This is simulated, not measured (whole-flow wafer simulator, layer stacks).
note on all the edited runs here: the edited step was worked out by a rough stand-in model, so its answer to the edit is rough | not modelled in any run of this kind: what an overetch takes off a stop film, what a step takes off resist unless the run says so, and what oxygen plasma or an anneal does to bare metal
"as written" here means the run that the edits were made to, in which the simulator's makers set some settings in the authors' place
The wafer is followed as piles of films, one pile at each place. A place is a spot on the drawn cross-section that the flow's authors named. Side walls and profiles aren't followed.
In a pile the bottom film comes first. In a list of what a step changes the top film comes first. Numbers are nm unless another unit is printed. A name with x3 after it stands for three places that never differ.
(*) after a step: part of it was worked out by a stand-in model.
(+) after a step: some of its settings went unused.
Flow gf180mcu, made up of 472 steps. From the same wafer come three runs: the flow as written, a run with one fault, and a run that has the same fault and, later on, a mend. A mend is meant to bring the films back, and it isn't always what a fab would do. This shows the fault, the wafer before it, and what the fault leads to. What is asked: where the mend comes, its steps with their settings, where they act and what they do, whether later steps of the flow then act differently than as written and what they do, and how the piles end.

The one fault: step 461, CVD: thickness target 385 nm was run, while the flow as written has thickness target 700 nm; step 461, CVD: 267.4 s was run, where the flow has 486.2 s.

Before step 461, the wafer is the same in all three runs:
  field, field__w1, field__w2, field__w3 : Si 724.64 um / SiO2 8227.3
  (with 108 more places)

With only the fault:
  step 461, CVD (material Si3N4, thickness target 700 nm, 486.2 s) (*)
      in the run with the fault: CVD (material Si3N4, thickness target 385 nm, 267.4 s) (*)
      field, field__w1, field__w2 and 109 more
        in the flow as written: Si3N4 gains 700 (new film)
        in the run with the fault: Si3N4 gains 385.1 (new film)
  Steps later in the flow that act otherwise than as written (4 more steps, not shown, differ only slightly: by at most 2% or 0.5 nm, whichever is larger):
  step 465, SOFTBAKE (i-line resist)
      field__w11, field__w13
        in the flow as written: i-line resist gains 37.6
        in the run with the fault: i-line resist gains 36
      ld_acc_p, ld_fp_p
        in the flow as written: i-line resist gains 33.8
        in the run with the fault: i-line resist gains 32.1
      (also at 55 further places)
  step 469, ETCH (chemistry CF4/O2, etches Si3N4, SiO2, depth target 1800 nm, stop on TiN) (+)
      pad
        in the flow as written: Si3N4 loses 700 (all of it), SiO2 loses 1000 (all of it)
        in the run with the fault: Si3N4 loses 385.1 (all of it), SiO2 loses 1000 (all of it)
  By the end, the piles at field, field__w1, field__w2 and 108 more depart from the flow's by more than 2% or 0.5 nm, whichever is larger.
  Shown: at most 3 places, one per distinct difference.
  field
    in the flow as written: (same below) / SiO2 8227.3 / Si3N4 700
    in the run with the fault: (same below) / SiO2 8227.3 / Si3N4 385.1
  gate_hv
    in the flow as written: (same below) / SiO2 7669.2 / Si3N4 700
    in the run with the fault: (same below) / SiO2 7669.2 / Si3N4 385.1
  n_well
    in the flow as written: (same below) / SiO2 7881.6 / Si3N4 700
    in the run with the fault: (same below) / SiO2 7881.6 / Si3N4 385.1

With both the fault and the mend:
  The mend stands after step 461.
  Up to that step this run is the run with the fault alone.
  step 461a, CVD (material Si3N4, thickness target 315 nm, 218.8 s) (*) (the flow's step 461, run once more with other settings)
      field, field__w1, field__w2 and 109 more
        Si3N4 gains 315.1
  Later steps of the flow that are run all act as written at every place that is followed, up to a difference of at most 2% or 0.5 nm, whichever is larger.
  At the end the piles are close to the flow's at the places that both follow, differing by at most 2% or 0.5 nm, whichever is larger.
